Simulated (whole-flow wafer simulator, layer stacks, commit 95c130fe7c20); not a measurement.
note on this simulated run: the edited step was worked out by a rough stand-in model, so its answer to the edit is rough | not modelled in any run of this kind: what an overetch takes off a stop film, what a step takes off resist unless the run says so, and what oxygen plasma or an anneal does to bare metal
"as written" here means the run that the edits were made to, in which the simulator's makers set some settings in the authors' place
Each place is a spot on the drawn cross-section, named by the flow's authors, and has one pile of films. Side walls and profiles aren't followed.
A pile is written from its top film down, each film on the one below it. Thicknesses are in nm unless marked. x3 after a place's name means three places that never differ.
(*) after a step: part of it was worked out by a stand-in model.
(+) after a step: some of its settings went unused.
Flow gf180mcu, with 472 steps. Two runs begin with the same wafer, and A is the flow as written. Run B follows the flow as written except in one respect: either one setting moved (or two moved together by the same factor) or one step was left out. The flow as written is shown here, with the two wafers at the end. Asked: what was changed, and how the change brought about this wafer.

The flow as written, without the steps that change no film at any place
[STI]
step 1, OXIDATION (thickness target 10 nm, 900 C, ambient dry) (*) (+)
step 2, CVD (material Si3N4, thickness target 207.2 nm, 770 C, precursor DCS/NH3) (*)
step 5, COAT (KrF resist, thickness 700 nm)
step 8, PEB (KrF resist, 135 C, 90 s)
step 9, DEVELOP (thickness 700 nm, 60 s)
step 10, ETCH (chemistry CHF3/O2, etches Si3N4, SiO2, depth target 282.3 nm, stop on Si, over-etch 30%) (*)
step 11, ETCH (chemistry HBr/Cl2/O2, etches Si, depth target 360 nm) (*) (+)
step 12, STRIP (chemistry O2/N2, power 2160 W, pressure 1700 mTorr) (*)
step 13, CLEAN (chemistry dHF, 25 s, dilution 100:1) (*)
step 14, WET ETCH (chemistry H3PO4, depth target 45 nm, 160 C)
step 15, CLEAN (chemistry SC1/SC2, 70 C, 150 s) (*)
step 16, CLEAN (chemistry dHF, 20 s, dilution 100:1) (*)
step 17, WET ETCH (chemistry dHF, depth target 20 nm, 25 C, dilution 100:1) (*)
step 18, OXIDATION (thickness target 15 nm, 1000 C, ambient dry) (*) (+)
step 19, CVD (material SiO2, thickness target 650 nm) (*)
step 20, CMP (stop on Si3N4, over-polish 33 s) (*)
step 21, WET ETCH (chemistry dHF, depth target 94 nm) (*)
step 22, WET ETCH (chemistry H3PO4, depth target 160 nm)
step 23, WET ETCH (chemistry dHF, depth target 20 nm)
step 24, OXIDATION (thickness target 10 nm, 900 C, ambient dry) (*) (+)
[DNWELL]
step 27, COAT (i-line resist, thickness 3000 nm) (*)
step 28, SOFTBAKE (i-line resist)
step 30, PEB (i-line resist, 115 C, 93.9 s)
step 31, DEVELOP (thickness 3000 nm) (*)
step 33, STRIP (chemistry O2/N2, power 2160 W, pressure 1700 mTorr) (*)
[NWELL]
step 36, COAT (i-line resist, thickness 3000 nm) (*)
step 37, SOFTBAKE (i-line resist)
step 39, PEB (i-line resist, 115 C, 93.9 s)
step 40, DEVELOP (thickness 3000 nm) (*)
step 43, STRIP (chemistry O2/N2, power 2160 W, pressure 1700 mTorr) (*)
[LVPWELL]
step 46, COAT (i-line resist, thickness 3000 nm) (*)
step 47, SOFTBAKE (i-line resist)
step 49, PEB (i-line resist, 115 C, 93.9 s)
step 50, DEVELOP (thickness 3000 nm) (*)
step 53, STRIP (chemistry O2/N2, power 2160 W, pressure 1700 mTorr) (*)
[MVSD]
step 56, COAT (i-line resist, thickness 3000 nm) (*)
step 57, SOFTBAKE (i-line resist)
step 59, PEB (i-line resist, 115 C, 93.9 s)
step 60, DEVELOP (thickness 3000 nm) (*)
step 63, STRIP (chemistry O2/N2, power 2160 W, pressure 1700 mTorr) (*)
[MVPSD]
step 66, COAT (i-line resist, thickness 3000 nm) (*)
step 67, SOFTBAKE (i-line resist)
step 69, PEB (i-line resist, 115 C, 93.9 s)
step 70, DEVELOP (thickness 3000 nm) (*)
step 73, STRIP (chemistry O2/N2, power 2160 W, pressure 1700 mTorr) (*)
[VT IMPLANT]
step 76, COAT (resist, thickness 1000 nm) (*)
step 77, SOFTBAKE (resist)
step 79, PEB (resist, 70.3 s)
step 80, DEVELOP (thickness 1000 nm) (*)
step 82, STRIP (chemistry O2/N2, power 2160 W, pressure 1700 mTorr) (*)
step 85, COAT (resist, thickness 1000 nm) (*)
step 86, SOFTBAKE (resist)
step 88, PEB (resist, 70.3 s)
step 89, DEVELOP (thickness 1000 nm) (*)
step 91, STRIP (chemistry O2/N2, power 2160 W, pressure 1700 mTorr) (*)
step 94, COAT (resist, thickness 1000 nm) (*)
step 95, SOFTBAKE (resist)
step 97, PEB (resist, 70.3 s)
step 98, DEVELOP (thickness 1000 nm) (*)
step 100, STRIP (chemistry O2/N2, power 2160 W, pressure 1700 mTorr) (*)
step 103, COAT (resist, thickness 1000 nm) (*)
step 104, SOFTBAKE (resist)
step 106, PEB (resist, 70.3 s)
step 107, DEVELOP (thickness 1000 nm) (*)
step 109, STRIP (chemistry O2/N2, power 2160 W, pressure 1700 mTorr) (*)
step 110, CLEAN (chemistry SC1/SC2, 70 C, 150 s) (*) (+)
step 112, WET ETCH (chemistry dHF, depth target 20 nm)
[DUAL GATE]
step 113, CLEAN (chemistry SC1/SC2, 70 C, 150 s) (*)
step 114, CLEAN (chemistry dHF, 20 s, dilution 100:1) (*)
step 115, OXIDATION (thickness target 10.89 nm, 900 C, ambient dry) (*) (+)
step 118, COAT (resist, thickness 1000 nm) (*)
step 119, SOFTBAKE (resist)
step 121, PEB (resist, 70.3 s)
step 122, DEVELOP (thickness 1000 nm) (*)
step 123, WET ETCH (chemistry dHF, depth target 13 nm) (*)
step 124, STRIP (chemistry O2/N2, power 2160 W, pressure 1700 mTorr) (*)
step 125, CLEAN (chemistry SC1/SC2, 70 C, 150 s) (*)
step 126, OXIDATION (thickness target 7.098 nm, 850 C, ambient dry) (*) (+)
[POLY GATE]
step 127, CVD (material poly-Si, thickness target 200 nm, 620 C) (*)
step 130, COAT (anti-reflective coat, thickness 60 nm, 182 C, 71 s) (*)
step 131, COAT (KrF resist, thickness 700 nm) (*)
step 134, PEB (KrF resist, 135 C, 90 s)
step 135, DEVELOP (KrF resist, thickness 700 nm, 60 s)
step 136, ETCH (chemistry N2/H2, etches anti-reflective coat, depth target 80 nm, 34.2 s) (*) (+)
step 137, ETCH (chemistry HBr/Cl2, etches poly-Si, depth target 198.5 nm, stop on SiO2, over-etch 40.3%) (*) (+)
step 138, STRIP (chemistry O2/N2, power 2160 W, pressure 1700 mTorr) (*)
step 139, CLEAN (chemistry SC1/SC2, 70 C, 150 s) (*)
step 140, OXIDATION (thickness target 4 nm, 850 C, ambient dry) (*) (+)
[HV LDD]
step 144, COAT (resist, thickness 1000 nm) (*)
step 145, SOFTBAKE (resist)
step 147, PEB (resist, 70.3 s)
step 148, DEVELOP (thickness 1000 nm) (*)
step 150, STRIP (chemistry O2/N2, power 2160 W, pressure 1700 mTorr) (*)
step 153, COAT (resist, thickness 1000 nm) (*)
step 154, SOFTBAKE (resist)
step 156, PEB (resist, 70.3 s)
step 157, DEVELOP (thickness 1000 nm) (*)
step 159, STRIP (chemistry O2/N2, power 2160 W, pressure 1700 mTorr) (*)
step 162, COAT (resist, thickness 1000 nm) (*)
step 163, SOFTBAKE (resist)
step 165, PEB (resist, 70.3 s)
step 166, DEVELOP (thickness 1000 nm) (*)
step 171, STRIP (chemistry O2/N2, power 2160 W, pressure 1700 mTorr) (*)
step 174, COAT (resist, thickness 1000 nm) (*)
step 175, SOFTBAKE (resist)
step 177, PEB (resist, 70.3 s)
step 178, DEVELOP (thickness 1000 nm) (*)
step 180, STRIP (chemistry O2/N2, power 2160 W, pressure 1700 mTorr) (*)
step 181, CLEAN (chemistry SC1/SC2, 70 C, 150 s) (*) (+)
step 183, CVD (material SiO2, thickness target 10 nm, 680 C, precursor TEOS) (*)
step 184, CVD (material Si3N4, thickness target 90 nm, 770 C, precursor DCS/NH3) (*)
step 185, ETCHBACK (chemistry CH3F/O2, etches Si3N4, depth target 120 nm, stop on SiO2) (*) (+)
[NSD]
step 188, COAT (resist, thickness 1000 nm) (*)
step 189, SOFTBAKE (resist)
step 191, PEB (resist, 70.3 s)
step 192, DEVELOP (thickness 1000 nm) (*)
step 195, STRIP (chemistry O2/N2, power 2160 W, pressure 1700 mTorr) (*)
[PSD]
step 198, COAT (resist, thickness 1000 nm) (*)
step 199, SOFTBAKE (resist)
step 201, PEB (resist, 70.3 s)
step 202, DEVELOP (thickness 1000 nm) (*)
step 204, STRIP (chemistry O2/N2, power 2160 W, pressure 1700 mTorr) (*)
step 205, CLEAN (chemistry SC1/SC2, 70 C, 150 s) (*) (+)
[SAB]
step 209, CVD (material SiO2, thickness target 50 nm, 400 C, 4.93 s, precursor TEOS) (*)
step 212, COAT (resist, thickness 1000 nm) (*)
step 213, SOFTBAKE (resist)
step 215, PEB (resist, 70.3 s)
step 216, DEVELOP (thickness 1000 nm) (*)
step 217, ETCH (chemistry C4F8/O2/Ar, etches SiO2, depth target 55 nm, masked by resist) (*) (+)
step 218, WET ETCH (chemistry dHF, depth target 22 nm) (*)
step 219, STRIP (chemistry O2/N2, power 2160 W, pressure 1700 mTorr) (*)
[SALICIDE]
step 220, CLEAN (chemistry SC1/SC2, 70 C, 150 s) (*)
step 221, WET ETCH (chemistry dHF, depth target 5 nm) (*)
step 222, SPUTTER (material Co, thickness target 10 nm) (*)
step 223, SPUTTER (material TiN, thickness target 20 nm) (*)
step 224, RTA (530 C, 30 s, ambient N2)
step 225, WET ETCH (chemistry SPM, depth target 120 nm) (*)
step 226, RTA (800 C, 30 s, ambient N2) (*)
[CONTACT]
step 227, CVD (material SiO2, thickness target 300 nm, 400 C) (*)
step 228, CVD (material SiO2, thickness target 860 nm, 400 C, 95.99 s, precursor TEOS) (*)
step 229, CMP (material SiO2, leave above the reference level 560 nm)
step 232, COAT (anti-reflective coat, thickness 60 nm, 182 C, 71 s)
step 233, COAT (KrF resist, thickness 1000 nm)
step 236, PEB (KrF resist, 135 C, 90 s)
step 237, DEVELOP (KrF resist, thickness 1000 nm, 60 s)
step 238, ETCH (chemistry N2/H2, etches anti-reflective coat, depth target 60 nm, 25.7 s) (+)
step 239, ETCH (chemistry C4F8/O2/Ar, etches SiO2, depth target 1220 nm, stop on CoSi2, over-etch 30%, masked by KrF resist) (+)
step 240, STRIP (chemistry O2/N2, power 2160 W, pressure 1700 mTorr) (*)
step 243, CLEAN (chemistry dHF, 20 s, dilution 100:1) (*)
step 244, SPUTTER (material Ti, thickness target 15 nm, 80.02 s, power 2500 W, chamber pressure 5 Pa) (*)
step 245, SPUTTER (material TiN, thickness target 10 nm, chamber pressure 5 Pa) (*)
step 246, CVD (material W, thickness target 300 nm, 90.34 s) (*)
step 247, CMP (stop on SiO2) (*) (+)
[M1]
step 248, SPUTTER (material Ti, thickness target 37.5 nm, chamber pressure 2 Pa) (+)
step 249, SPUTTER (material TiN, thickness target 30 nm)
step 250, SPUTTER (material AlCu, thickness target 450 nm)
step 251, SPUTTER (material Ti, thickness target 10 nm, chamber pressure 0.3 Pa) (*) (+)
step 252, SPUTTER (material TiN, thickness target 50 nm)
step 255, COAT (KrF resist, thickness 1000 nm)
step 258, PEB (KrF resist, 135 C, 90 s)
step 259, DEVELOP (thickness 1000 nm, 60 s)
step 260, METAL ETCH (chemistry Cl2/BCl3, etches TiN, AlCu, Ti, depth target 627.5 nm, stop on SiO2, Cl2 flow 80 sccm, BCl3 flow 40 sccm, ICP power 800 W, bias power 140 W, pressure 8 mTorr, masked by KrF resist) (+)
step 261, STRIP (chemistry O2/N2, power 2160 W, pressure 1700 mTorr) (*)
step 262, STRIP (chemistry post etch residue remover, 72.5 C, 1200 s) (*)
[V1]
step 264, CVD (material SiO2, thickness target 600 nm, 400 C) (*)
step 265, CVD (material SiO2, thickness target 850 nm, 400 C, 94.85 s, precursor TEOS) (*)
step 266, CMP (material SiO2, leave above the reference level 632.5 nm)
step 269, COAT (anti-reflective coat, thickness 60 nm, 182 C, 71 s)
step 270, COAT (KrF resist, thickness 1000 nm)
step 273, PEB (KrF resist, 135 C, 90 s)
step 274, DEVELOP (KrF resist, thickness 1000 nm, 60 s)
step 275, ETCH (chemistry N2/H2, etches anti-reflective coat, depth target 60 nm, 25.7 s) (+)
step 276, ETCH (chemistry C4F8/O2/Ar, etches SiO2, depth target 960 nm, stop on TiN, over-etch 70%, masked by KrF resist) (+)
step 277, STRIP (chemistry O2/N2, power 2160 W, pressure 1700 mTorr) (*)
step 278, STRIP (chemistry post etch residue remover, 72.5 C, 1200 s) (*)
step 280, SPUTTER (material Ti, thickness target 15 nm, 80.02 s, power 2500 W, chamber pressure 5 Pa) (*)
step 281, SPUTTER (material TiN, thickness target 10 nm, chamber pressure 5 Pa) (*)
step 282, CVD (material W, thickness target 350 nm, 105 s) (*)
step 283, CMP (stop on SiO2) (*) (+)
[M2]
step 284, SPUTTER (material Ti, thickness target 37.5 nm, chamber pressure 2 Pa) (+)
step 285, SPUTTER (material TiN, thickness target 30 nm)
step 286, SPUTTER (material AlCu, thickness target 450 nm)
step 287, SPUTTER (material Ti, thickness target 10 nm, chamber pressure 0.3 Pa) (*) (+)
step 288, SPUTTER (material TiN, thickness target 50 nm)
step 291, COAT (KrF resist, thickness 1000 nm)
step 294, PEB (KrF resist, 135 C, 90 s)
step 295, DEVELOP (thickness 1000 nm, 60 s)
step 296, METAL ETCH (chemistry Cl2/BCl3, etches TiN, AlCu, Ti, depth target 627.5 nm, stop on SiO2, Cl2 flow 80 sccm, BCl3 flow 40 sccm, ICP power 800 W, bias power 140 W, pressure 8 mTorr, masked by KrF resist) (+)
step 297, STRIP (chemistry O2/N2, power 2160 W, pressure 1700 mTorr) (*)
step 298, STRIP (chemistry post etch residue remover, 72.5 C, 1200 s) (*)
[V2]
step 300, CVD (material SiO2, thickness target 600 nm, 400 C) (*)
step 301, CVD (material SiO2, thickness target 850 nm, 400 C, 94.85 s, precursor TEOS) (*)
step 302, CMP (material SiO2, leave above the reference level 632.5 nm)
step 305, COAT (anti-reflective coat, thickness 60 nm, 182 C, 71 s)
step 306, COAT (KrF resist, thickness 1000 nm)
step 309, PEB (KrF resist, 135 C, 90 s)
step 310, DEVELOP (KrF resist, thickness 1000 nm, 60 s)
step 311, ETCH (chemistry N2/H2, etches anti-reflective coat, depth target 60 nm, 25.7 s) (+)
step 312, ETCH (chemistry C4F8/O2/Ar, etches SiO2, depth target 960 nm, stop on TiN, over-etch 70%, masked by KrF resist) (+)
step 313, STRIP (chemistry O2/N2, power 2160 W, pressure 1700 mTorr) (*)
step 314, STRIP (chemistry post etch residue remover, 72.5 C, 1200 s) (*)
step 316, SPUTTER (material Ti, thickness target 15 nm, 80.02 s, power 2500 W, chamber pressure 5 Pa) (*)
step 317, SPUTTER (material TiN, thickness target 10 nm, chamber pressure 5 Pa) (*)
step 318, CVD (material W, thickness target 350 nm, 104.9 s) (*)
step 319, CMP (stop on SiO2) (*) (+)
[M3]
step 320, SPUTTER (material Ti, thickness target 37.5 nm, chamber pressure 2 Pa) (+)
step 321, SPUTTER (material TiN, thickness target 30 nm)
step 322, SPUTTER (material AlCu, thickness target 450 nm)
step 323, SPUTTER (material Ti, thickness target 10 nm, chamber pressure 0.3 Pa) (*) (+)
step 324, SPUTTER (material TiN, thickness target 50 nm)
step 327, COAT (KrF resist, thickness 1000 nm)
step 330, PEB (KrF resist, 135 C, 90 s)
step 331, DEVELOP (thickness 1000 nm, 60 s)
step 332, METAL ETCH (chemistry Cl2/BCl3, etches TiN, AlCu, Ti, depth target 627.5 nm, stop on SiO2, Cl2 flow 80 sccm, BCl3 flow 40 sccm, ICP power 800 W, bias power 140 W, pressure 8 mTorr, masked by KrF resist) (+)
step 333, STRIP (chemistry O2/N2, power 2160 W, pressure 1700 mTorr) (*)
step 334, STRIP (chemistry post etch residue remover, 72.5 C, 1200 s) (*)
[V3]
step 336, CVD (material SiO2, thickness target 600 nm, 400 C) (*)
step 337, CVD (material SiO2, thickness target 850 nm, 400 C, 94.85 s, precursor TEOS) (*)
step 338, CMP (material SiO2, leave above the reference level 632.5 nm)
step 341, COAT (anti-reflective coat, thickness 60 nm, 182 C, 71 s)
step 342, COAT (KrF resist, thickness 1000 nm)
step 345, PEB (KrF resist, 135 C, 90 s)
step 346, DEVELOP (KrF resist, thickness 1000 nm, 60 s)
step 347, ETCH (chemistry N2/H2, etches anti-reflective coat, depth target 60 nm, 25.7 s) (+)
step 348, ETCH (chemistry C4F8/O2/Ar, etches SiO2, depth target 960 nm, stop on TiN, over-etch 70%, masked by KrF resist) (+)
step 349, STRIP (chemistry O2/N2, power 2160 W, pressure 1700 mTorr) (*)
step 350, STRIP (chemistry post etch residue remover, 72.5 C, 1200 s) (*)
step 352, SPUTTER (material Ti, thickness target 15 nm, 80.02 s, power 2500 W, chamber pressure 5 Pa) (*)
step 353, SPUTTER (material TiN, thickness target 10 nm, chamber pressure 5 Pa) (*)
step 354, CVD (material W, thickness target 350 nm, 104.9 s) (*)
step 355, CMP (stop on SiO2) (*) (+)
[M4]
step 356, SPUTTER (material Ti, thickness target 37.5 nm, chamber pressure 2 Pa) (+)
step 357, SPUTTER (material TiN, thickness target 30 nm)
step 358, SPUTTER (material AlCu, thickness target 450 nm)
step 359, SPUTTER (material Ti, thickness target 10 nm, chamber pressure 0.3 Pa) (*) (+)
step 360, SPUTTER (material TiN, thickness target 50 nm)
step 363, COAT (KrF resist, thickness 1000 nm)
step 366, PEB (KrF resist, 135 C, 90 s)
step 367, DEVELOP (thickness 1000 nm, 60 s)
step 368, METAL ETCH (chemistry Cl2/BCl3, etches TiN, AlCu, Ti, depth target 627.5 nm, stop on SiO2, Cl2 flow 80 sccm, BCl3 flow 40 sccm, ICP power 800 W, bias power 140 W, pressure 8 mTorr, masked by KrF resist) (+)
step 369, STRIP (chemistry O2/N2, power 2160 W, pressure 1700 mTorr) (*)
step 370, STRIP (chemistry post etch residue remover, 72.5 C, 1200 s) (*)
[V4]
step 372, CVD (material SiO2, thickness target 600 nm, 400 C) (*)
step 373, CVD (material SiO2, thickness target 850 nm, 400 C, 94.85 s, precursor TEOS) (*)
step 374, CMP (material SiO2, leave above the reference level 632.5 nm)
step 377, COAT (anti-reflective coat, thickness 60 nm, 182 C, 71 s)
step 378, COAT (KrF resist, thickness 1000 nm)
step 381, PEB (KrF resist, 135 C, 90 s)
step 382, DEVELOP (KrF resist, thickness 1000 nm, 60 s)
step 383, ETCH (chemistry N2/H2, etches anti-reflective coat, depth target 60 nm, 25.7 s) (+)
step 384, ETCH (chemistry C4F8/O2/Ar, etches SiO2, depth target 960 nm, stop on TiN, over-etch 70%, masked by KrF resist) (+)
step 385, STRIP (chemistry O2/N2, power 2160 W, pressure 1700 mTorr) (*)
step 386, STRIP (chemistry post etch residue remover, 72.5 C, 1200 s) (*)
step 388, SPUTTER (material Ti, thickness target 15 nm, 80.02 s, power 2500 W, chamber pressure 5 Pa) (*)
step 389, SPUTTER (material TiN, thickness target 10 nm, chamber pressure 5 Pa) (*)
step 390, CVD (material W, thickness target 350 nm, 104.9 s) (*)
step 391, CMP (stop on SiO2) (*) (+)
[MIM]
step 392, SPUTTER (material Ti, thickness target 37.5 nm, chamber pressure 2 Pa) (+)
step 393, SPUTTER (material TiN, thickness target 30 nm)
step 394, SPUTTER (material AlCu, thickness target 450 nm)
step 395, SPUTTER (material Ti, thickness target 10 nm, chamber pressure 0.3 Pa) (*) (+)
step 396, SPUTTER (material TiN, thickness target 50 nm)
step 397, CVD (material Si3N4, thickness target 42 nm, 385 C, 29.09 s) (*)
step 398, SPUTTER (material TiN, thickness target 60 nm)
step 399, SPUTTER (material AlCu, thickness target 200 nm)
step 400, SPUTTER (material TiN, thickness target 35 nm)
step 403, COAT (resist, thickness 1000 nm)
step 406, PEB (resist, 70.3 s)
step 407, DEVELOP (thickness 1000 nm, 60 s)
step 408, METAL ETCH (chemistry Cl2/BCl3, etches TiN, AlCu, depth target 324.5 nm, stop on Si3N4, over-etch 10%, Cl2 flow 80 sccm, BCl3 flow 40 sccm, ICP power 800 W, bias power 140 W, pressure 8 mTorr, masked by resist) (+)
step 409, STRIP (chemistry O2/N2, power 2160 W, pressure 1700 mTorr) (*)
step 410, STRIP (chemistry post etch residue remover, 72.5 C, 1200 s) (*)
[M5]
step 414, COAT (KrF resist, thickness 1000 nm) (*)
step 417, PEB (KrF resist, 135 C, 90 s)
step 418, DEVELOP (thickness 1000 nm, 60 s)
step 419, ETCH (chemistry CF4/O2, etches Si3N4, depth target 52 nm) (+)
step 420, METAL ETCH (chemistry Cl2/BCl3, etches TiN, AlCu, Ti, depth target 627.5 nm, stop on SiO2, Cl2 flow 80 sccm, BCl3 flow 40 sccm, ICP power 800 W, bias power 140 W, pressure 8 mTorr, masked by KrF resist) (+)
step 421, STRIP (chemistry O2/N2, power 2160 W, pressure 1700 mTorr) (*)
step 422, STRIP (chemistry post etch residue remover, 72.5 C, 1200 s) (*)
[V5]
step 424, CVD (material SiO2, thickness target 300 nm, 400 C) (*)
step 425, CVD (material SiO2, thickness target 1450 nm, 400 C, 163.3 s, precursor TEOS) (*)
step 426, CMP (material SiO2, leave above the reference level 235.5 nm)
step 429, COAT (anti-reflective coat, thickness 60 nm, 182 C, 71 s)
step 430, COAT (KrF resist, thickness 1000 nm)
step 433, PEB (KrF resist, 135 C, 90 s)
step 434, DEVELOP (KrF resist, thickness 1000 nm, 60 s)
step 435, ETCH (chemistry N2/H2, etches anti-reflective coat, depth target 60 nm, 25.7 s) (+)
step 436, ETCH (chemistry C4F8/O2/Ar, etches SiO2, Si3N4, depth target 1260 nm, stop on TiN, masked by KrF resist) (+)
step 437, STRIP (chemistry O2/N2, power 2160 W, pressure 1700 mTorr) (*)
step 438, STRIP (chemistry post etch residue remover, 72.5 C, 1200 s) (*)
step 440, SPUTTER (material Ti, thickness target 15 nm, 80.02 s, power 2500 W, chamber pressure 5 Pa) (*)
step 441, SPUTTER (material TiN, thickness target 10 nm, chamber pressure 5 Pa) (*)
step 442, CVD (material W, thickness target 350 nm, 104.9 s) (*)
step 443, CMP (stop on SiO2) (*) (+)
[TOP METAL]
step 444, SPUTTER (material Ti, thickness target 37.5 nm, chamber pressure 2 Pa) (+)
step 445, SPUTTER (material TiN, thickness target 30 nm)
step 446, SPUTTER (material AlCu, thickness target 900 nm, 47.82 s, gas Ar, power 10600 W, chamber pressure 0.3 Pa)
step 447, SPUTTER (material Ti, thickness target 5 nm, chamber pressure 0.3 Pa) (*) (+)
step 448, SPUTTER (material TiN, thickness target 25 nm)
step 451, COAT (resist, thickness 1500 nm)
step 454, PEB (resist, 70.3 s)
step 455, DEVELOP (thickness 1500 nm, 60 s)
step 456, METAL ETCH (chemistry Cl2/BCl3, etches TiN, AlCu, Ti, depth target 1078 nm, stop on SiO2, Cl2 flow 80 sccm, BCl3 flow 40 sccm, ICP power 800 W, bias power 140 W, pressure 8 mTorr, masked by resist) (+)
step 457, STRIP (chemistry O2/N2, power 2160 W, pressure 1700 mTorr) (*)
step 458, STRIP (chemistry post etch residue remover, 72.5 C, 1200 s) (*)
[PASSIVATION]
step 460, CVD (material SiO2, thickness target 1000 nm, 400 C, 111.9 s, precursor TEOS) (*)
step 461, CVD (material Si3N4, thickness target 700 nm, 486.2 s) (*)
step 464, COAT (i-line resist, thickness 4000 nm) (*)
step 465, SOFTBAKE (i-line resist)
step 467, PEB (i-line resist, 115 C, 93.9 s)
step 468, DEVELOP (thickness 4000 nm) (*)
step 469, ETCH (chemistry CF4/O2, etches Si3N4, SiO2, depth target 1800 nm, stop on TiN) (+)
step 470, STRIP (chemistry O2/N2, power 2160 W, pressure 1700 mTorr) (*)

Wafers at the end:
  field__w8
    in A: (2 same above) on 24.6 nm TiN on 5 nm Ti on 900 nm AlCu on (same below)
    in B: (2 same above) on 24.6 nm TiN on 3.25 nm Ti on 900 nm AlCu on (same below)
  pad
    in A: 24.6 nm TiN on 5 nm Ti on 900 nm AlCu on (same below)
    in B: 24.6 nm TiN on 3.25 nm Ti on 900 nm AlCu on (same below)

What caused this: step 447, SPUTTER: thickness target 3.25 nm was run, though the flow has thickness target 5 nm.
One can read it off the wafer: field__w8 has Ti 3.25, and step 447 as written asks for 5 nm.

Step by step, how the change led to this:
  step 447, SPUTTER (material Ti, thickness target 5 nm, chamber pressure 0.3 Pa) (*) (+)
      field, field__w1, field__w2 and 109 more: A +5 Ti (new film) | B +3.25 Ti (new film)
  step 456, METAL ETCH (chemistry Cl2/BCl3, etches TiN, AlCu, Ti, depth target 1078 nm, stop on SiO2, Cl2 flow 80 sccm, BCl3 flow 40 sccm, ICP power 800 W, bias power 140 W, pressure 8 mTorr, masked by resist) (+)
      field, field__w1, field__w2 and 103 more: A -25 TiN (all of it), -5 Ti (all of it), -900 AlCu (all of it), -30 TiN (all of it), -37.5 Ti (all of it) | B -25 TiN (all of it), -3.25 Ti (all of it), -900 AlCu (all of it), -30 TiN (all of it), -37.5 Ti (all of it)
